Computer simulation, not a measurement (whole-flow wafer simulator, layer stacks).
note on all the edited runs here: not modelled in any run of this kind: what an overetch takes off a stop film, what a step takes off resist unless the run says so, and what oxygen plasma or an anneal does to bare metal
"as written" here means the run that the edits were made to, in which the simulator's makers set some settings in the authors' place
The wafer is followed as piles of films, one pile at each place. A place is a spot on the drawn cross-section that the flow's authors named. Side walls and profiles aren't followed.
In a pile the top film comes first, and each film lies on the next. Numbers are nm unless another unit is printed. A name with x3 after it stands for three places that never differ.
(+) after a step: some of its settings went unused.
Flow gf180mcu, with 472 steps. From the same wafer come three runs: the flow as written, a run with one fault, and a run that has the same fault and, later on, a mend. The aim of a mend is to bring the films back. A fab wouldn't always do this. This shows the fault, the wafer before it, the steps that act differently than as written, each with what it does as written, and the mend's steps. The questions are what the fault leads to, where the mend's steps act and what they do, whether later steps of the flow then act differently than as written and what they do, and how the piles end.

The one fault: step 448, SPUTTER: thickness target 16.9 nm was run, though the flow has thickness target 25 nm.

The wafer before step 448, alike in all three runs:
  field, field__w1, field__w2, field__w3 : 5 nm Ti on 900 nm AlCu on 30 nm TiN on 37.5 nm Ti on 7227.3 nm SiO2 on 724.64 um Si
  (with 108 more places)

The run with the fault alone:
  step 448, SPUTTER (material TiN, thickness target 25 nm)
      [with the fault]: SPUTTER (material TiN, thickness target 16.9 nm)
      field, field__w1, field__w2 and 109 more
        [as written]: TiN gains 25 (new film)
        [with the fault]: TiN gains 16.9 (new film)
  Later steps of the flow acting differently than as written (not shown: 5 more steps that differ only slightly, by at most 2% or 0.5 nm, whichever is larger):
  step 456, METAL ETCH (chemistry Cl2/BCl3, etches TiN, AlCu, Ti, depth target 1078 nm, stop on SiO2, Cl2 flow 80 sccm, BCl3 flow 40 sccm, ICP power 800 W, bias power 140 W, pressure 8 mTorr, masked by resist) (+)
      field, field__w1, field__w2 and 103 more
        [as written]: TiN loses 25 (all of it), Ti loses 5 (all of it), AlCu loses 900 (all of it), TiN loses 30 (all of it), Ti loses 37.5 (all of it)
        [with the fault]: TiN loses 16.9 (all of it), Ti loses 5 (all of it), AlCu loses 900 (all of it), TiN loses 30 (all of it), Ti loses 37.5 (all of it)
  The piles end different from the flow's at field__w8, contact, m1, m1__w1, pad, m1_nw by more than 2% or 0.5 nm, whichever is larger.
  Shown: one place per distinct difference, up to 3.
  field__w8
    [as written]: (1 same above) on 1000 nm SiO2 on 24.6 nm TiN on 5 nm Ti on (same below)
    [with the fault]: (1 same above) on 1000 nm SiO2 on 16.5 nm TiN on 5 nm Ti on (same below)
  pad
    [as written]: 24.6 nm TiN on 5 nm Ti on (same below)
    [with the fault]: 16.5 nm TiN on 5 nm Ti on (same below)

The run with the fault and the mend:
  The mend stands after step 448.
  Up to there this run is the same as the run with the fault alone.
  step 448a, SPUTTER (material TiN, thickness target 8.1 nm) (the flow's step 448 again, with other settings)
      field, field__w1, field__w2 and 109 more
        TiN gains 8.1
  Later steps of the flow that are run all act as written at every place that is followed.
  At every place that both follow, the piles at the end match the flow's.
